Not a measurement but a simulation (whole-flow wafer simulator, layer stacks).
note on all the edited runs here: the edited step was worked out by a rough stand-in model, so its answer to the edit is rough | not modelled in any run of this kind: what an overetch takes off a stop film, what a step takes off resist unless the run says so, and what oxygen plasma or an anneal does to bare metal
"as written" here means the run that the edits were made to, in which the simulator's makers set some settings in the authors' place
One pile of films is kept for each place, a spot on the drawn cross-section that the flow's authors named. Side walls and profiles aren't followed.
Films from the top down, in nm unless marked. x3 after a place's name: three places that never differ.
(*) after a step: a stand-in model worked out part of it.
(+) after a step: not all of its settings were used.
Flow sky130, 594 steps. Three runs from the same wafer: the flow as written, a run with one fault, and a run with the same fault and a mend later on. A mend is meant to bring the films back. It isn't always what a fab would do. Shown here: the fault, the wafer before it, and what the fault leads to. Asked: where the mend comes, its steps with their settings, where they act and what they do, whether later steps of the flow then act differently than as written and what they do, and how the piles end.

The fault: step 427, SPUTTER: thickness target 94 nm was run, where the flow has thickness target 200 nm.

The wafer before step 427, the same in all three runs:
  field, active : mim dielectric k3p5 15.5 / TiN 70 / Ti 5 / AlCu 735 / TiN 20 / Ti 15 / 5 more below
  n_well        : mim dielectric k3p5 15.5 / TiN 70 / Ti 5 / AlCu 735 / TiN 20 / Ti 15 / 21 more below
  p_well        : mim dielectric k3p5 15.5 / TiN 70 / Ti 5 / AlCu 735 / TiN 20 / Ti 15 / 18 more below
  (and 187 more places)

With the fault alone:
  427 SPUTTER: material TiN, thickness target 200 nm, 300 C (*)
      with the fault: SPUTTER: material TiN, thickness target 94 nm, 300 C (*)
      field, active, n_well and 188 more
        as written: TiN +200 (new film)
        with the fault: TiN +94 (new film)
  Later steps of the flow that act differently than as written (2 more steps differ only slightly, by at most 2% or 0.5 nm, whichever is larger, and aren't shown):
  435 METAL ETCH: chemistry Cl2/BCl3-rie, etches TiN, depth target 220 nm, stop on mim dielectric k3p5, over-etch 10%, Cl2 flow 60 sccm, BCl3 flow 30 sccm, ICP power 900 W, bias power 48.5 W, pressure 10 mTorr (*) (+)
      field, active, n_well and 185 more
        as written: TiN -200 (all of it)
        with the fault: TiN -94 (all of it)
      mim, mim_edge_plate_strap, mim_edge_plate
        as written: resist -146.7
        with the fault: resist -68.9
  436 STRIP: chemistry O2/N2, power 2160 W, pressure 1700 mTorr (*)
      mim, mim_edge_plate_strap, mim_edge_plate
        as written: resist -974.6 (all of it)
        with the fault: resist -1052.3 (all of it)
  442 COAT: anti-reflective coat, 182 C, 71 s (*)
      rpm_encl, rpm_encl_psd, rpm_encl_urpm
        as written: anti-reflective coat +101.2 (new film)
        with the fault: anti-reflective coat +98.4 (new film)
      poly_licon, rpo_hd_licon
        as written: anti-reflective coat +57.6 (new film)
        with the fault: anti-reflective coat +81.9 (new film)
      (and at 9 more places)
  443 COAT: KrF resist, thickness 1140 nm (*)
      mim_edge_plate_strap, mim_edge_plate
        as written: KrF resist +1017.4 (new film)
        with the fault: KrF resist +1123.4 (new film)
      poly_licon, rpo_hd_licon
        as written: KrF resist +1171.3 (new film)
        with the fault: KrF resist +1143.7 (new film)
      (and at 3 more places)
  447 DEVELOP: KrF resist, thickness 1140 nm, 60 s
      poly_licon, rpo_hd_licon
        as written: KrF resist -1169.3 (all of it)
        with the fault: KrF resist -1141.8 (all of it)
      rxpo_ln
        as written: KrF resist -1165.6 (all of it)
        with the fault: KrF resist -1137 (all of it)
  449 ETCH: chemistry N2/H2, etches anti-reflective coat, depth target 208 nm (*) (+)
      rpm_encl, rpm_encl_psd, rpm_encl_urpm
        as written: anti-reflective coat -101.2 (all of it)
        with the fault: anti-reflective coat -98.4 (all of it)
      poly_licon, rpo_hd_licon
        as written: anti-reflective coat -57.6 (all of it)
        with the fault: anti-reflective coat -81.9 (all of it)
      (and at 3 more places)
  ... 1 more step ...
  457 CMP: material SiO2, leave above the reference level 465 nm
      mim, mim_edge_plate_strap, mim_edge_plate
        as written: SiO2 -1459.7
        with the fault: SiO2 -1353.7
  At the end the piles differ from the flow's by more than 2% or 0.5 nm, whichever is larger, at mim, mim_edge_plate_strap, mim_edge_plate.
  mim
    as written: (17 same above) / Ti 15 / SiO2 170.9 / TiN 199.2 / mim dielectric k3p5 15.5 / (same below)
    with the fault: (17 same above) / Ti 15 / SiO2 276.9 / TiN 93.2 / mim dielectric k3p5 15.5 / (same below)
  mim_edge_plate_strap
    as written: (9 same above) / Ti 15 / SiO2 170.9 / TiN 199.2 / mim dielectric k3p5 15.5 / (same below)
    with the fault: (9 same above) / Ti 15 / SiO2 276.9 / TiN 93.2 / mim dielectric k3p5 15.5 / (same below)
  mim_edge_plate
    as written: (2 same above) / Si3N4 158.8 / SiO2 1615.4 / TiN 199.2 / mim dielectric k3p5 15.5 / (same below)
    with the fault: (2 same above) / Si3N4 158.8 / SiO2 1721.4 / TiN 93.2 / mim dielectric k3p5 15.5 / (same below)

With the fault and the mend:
  The mend comes after step 427.
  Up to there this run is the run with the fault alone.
  427a SPUTTER: material TiN, thickness target 106 nm, 300 C (*) (the flow's step 427 once more, with other settings)
      field, active, n_well and 188 more
        TiN +106
  No later step of the flow acts differently than as written at any place that is followed.
  At the end the piles are the same as the flow's at every place that both follow.
